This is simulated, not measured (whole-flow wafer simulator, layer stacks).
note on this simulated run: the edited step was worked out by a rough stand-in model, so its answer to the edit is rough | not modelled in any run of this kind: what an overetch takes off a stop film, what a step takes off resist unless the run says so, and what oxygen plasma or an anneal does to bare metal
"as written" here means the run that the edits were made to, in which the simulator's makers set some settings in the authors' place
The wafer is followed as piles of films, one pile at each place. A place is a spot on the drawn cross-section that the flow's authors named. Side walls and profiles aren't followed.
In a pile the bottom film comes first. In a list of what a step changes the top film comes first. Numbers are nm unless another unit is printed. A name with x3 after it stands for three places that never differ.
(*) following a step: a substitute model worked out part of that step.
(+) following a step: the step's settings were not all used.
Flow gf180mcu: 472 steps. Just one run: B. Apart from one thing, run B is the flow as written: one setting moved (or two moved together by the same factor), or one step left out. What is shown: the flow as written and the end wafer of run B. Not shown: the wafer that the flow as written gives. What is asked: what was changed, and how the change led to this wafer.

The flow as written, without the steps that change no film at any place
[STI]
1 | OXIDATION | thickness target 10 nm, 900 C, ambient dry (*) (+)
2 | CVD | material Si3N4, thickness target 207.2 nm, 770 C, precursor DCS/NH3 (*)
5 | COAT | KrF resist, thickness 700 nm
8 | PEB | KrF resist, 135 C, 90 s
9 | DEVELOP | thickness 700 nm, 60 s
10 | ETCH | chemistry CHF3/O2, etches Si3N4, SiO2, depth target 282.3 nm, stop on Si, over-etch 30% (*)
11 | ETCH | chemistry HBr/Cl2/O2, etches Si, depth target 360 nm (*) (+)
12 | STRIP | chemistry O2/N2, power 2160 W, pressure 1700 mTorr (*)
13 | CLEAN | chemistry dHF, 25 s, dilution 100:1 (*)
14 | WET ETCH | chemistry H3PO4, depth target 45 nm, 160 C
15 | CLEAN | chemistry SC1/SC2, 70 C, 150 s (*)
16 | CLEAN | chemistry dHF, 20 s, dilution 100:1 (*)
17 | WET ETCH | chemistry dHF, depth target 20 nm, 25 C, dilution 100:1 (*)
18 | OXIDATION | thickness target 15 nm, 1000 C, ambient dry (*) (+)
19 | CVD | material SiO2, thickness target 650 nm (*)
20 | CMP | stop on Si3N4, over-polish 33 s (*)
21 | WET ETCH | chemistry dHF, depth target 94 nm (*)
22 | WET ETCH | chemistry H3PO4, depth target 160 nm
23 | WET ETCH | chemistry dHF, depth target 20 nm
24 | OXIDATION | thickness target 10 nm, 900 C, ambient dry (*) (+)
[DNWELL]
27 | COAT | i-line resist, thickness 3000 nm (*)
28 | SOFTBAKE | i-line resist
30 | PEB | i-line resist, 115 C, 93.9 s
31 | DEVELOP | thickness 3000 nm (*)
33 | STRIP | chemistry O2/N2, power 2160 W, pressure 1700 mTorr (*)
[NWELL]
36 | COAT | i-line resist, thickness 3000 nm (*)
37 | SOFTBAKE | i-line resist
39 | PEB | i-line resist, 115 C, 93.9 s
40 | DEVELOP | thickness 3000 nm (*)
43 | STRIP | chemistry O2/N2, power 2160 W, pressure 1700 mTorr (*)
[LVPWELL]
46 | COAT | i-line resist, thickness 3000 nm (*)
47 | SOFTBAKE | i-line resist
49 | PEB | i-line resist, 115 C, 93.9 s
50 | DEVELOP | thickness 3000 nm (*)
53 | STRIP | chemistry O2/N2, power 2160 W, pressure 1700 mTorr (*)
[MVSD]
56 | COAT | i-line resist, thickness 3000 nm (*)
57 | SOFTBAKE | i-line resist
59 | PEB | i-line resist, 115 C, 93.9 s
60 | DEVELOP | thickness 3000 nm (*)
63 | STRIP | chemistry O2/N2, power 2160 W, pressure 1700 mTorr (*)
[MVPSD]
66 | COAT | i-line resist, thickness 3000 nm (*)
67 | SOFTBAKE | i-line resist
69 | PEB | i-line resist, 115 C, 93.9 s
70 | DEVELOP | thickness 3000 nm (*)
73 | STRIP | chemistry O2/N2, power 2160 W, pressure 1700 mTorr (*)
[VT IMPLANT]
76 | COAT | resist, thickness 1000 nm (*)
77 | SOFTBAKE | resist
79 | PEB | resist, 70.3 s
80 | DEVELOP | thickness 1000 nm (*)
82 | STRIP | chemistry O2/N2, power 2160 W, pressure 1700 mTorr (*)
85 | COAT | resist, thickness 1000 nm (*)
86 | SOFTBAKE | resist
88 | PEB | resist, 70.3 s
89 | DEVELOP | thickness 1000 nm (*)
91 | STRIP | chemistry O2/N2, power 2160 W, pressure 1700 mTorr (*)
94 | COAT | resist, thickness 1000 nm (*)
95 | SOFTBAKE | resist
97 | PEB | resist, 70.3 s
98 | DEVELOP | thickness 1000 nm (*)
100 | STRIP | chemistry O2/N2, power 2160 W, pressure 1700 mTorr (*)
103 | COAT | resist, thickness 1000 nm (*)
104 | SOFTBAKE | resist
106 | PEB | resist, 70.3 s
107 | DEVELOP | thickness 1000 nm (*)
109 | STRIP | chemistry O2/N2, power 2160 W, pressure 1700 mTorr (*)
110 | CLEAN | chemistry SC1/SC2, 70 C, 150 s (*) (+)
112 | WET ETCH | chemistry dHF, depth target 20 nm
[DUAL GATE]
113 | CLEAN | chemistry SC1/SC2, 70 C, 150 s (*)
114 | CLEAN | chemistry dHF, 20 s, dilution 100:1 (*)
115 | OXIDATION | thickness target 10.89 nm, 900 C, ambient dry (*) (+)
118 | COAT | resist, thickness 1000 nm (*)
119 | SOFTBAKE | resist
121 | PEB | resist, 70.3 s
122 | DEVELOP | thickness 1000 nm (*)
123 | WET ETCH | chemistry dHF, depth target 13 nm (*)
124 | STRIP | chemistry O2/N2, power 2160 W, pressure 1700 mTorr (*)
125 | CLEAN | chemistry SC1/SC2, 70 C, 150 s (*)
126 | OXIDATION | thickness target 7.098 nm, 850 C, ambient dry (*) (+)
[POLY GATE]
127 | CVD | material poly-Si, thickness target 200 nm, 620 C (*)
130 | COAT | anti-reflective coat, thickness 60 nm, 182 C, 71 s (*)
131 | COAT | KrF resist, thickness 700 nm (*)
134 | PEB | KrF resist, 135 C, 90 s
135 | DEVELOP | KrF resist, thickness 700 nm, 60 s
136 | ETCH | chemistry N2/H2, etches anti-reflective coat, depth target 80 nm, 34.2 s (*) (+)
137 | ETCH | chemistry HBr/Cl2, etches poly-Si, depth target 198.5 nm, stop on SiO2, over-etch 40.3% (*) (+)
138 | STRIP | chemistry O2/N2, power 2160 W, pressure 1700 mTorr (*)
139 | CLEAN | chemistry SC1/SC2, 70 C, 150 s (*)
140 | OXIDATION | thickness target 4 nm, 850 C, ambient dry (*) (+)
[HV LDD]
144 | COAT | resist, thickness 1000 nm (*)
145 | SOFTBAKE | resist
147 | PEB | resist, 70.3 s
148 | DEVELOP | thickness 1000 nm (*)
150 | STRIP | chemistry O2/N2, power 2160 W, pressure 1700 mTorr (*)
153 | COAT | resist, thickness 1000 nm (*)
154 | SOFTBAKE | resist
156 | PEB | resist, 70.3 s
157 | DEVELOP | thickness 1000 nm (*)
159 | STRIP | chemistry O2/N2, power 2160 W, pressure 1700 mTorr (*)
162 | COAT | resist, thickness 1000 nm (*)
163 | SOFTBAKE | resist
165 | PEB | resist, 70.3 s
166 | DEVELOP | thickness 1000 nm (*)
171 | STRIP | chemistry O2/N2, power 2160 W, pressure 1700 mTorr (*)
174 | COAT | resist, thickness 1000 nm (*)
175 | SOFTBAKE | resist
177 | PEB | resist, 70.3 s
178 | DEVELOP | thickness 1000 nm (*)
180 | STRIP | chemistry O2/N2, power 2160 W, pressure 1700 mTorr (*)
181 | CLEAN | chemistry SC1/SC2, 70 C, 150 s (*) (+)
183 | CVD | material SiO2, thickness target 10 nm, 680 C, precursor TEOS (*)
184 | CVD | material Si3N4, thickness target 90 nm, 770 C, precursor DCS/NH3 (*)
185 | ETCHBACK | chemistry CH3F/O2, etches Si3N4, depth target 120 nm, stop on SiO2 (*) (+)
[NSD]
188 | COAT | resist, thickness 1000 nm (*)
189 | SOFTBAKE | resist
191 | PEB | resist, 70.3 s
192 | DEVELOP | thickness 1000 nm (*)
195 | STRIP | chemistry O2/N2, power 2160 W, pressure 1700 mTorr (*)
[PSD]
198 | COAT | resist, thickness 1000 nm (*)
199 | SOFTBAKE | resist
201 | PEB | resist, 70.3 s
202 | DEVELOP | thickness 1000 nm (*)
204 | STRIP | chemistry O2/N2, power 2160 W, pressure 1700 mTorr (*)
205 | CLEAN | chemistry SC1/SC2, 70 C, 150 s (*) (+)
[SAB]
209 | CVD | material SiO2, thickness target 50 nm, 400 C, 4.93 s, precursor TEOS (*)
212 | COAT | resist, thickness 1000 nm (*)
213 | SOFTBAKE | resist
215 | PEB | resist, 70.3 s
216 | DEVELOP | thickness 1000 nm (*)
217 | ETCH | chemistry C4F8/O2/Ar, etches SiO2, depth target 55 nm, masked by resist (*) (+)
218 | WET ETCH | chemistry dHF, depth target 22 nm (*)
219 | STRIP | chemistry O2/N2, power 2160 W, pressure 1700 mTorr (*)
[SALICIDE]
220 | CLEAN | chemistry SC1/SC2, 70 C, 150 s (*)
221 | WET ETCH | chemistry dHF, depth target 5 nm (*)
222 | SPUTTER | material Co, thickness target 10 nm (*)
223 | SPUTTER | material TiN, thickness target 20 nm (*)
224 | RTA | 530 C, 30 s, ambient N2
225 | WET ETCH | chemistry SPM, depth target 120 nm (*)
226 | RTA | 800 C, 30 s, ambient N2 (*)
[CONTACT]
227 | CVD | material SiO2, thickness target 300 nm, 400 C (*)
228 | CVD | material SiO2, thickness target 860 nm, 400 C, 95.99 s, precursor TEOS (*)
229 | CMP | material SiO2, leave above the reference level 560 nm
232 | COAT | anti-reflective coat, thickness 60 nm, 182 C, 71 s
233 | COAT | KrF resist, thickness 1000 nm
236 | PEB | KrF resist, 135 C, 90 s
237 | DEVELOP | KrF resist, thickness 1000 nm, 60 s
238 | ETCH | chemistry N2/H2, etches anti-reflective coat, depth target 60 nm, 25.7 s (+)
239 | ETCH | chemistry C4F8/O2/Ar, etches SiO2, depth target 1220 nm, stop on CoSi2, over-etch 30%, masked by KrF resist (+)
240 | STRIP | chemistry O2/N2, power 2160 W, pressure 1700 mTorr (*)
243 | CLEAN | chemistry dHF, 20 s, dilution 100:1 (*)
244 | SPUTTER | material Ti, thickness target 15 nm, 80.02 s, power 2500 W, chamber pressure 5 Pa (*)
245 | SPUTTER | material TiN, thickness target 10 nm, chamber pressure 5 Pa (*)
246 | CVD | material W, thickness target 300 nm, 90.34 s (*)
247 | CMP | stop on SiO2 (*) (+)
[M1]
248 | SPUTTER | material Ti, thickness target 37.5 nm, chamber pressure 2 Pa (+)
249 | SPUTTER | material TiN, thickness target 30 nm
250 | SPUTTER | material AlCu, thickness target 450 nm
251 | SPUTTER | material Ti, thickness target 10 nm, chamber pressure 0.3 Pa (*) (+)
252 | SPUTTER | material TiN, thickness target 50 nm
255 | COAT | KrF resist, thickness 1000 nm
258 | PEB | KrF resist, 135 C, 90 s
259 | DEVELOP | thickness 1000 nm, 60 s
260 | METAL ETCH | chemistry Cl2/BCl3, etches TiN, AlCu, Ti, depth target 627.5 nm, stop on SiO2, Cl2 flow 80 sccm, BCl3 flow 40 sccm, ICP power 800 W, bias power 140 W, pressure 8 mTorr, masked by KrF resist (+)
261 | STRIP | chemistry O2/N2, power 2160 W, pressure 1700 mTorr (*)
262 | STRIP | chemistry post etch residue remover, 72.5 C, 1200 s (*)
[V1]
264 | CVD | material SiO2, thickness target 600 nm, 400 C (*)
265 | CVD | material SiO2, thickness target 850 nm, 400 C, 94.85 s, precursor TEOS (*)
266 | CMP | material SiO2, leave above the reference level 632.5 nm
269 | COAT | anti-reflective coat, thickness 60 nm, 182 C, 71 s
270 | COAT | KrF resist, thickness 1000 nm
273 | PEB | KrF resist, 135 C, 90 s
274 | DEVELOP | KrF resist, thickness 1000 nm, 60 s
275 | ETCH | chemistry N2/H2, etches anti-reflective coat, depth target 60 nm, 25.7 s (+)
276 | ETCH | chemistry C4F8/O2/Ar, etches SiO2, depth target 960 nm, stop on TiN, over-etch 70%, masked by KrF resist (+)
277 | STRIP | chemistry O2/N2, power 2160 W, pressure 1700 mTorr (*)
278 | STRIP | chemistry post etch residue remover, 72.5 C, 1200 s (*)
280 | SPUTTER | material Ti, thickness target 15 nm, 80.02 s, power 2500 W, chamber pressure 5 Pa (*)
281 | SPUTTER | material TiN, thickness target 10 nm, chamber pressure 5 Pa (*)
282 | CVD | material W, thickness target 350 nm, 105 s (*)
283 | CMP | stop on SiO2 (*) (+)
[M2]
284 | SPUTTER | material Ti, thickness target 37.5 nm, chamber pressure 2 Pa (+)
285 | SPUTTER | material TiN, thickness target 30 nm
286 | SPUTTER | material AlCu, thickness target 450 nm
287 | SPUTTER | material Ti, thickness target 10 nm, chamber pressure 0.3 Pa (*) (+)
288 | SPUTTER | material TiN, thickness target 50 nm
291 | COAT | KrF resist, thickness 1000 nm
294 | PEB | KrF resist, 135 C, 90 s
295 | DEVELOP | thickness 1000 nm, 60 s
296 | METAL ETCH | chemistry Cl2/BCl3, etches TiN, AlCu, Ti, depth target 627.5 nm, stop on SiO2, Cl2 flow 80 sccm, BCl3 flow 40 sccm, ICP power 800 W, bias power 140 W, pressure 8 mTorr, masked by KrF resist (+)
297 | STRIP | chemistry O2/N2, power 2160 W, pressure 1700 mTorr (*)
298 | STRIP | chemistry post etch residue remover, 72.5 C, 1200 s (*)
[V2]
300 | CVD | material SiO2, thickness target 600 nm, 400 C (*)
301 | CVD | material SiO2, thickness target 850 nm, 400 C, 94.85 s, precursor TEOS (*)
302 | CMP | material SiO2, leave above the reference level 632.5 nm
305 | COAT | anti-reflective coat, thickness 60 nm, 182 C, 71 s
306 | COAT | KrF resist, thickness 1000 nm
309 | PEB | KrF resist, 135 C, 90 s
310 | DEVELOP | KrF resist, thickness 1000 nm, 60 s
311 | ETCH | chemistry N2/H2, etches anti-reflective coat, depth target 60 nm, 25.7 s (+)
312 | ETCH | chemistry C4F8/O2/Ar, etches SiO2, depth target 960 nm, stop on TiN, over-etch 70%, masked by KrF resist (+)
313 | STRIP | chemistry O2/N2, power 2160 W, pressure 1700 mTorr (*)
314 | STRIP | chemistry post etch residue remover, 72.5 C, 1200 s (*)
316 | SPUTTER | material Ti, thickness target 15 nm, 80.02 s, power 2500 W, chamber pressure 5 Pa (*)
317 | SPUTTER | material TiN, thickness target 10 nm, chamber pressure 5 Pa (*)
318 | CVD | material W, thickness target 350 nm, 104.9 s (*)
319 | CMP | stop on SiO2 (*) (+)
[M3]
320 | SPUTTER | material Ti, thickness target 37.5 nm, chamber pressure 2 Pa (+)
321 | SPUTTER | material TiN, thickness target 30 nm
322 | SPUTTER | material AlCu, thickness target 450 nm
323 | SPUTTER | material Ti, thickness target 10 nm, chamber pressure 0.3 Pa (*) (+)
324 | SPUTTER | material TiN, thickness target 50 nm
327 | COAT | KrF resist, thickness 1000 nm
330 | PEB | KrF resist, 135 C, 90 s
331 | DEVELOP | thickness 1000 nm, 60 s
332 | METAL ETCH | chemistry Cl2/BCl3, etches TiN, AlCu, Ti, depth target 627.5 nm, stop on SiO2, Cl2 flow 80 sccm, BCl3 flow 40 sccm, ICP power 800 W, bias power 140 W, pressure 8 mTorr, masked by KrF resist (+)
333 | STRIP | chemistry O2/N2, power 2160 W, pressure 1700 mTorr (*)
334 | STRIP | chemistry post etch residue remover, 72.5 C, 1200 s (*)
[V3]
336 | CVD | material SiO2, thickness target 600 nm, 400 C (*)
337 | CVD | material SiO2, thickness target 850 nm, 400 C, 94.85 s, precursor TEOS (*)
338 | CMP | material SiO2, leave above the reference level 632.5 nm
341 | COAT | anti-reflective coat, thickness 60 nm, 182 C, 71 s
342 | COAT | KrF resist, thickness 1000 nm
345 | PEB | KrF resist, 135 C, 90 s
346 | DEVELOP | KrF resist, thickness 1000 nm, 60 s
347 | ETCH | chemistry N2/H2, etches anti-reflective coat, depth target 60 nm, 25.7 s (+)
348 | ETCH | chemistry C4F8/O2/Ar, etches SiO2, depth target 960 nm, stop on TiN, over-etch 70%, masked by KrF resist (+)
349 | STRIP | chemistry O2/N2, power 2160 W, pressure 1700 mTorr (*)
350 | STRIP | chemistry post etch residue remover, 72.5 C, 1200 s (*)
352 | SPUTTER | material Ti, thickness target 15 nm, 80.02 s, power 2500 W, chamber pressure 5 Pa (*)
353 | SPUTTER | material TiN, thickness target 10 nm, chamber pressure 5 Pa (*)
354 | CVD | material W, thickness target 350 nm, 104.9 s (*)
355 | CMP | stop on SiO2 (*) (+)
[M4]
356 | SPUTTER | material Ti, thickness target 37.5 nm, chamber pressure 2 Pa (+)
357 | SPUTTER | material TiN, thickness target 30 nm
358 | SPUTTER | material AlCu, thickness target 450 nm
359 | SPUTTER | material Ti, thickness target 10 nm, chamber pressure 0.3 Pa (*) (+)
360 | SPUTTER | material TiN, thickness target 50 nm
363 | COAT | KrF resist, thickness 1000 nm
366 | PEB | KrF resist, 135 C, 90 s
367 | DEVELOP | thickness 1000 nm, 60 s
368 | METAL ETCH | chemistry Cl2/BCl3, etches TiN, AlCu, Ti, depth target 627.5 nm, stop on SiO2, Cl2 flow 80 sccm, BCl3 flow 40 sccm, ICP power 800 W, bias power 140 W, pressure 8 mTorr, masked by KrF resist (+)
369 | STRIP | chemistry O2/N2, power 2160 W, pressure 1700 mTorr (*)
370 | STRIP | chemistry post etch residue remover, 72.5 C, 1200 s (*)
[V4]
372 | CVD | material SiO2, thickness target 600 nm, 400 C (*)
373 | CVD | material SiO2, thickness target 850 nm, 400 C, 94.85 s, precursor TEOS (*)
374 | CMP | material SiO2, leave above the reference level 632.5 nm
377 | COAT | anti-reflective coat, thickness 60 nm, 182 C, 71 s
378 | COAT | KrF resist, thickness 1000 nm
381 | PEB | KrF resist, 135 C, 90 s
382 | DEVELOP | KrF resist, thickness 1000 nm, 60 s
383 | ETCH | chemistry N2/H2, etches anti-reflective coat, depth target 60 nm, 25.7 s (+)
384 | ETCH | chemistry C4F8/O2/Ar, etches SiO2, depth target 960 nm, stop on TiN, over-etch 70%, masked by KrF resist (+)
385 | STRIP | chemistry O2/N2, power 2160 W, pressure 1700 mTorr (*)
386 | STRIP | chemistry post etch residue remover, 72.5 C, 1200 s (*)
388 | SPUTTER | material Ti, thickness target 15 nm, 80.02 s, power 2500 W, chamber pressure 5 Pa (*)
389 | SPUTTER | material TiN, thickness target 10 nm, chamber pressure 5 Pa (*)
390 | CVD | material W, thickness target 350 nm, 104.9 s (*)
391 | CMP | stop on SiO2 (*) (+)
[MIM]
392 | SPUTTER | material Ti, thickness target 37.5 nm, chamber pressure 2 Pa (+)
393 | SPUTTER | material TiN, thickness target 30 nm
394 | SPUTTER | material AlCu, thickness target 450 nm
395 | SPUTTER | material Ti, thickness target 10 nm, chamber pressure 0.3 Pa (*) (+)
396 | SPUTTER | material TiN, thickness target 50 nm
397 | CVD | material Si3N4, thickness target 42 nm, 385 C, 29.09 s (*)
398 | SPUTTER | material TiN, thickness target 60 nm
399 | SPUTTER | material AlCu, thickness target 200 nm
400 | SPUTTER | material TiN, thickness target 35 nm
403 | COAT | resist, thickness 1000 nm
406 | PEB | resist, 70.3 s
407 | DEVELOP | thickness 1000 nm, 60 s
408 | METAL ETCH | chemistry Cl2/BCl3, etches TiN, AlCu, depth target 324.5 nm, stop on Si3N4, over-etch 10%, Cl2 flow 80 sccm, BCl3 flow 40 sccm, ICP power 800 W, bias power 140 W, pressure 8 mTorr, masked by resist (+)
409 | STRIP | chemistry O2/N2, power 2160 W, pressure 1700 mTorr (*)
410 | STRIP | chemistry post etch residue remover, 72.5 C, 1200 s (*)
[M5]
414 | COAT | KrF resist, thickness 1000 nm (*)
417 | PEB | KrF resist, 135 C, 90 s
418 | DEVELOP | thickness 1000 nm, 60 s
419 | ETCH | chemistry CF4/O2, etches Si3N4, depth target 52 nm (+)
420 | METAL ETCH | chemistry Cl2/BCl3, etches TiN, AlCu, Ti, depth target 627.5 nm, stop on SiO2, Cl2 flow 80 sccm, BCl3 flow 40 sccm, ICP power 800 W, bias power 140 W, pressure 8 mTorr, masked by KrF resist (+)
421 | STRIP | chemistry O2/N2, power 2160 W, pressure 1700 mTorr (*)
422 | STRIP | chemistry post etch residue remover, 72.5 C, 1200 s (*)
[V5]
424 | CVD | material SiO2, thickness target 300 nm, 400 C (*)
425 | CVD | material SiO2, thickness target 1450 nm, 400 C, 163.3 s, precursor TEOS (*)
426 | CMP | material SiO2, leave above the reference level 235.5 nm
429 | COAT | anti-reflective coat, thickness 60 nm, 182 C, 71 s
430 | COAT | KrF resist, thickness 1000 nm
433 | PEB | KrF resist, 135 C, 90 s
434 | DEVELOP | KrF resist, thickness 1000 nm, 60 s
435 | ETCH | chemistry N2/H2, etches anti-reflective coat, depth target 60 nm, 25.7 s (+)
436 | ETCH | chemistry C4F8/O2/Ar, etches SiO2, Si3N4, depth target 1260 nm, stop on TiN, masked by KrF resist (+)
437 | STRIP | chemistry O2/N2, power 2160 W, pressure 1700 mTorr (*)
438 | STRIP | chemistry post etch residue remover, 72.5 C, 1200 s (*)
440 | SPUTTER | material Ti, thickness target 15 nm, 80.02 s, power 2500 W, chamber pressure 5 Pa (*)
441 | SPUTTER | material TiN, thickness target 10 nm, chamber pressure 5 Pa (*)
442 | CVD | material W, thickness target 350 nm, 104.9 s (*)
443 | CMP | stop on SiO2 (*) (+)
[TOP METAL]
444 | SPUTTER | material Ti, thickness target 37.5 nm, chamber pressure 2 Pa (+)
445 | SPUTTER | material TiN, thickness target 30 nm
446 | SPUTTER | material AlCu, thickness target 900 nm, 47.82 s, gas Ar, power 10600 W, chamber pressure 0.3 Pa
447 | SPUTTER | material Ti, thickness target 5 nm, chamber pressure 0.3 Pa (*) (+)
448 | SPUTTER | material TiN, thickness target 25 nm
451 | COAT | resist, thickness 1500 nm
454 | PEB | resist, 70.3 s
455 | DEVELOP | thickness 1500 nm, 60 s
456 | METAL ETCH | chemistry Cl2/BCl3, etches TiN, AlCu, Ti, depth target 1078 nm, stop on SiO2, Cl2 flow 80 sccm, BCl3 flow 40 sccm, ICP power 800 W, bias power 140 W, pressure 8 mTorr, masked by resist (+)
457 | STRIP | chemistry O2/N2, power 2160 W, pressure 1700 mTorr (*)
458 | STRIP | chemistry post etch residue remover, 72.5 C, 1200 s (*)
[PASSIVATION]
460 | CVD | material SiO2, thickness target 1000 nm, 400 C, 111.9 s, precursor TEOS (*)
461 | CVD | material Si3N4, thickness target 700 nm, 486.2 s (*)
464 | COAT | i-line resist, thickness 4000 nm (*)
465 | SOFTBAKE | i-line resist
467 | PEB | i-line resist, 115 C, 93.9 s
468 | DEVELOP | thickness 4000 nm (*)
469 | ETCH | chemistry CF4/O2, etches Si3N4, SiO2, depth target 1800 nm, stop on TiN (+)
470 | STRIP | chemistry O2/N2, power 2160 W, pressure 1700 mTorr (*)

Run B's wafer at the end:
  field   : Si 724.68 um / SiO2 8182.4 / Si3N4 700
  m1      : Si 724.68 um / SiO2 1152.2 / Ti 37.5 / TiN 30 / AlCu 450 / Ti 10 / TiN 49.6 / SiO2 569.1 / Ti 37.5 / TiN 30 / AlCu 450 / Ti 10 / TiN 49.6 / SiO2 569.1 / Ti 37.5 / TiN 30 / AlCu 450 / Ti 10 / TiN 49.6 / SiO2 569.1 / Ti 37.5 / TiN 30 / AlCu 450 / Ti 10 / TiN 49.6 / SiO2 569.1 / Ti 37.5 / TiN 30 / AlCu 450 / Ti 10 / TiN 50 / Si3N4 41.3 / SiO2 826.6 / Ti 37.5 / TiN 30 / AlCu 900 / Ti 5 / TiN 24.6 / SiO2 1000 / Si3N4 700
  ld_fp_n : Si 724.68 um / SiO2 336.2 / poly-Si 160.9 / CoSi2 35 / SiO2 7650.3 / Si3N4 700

Cause: step 11, ETCH: depth target 315 nm was run, though the flow has depth target 360 nm.

Step by step, how the change led to this:
  11 | ETCH | chemistry HBr/Cl2/O2, etches Si, depth target 360 nm (*) (+)
      active, n_well, p_well and 40 more: KrF resist loses 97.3 (in the flow as written it would be: KrF resist loses 112.3)
      field, field_sub, sti and 34 more: Si loses 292 (in the flow as written it would be: Si loses 337)
  12 | STRIP | chemistry O2/N2, power 2160 W, pressure 1700 mTorr (*)
      active, n_well, p_well and 40 more: KrF resist loses 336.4 (all of it) (in the flow as written it would be: KrF resist loses 321.4 (all of it))
  19 | CVD | material SiO2, thickness target 650 nm (*)
      m1, ld_fp_n, ld_drift_n and 8 more: SiO2 gains 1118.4 (in the flow as written it would be: SiO2 gains 1163.4)
  20 | CMP | stop on Si3N4, over-polish 33 s (*)
      sti, mim_1p0, pad and 11 more: SiO2 loses 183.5 (in the flow as written it would be: SiO2 loses 138.5)
      nw_enc_fld, nw_enc_fld_lv: SiO2 loses 187.5 (in the flow as written it would be: SiO2 loses 142.5)
      (as well as at 10 more places)
